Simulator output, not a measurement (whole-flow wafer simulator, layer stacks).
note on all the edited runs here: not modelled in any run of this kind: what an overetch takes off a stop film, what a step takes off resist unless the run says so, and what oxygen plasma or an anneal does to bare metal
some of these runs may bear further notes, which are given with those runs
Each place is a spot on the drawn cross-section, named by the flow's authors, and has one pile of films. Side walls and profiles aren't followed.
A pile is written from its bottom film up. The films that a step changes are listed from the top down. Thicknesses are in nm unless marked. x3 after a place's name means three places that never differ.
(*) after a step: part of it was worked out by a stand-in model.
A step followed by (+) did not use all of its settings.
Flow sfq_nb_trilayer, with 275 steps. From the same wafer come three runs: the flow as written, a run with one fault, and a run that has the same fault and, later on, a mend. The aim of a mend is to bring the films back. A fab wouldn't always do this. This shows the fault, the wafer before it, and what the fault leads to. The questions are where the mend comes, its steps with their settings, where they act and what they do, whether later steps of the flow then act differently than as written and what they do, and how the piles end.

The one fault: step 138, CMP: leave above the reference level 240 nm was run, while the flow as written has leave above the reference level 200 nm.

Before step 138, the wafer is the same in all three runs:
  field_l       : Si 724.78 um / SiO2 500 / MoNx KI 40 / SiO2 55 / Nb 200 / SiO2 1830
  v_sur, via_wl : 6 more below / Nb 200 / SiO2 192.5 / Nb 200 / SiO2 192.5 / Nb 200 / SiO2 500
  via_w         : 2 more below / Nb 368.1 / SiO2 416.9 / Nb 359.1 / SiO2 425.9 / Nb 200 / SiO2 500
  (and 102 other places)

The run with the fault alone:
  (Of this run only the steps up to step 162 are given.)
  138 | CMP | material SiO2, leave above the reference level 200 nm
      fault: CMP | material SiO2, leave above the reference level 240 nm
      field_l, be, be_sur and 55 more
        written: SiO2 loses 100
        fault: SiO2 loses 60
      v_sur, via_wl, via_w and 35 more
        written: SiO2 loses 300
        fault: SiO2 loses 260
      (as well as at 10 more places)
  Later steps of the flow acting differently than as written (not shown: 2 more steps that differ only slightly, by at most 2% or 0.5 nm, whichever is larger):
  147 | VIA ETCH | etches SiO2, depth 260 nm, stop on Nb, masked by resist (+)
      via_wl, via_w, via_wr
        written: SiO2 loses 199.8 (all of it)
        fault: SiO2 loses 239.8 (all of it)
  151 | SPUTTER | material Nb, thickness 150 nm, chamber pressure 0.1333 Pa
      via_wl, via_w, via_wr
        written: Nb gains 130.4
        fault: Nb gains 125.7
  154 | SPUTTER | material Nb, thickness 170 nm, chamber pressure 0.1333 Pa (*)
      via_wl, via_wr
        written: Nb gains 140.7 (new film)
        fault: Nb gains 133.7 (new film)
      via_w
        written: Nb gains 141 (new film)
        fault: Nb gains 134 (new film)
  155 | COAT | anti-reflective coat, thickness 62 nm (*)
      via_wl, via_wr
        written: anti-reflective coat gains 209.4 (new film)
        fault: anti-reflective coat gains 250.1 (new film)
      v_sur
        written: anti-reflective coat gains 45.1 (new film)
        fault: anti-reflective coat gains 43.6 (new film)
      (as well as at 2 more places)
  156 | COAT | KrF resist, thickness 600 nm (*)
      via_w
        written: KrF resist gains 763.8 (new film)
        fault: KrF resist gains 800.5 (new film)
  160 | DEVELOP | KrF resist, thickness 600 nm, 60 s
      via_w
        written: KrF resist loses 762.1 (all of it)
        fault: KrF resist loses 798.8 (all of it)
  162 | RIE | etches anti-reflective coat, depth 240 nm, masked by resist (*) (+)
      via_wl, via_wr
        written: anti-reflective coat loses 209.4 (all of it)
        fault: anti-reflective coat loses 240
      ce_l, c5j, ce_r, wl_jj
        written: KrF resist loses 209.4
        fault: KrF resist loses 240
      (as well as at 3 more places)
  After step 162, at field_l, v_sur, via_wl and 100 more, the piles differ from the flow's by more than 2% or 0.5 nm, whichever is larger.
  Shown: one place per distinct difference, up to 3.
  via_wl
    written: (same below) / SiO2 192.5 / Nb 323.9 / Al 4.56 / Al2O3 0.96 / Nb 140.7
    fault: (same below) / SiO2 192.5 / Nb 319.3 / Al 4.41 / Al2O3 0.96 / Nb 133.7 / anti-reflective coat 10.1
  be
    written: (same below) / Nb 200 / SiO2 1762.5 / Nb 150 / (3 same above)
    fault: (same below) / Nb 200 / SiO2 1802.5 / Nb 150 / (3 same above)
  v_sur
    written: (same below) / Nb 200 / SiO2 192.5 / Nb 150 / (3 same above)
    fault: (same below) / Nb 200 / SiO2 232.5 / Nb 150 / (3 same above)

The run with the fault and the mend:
  After step 145 comes the mend.
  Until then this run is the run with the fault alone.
  145a | STRIP | over-ash 65%, gas O2, power 200 W (*)
      field_l, v_sur, via_sp and 100 more
        KrF resist loses 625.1 (all of it), anti-reflective coat loses 62 (all of it)
      via_wl, via_w, via_wr
        anti-reflective coat loses 62 (all of it)
  145b | CMP | material SiO2, leave above the reference level 200 nm (a further turn of the flow's step 138)
      field_l, v_sur, via_wl and 103 more
        SiO2 loses 40
  145c | COAT | anti-reflective coat, thickness 62 nm (a further turn of the flow's step 140)
      field_l, v_sur, via_wl and 103 more
        anti-reflective coat gains 62 (new film)
  145d | COAT | KrF resist, thickness 650 nm (a further turn of the flow's step 141)
      field_l, v_sur, via_wl and 103 more
        KrF resist gains 650 (new film)
  145e | SOFTBAKE | KrF resist (a further turn of the flow's step 142)
      does not change any film at any place that is followed
  145f | EXPOSE | photomask I4, dose 11.93 mJ/cm2, NA 0.6, wavelength 248 nm (*) (a further turn of the flow's step 143)
      does not change any film at any place that is followed
  145g | PEB | KrF resist, 90 s (a further turn of the flow's step 144)
      field_l, v_sur, via_wl and 103 more
        KrF resist loses 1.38
  145h | DEVELOP | KrF resist, thickness 650 nm, 60 s (a further turn of the flow's step 145)
      field_l, v_sur, via_sp and 100 more
        KrF resist loses 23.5
      via_wl, via_w, via_wr
        KrF resist loses 648.6 (all of it)
  Later steps of the flow that are run all act as written at every place that is followed.
  The piles end the same as the flow's at every place that both follow.
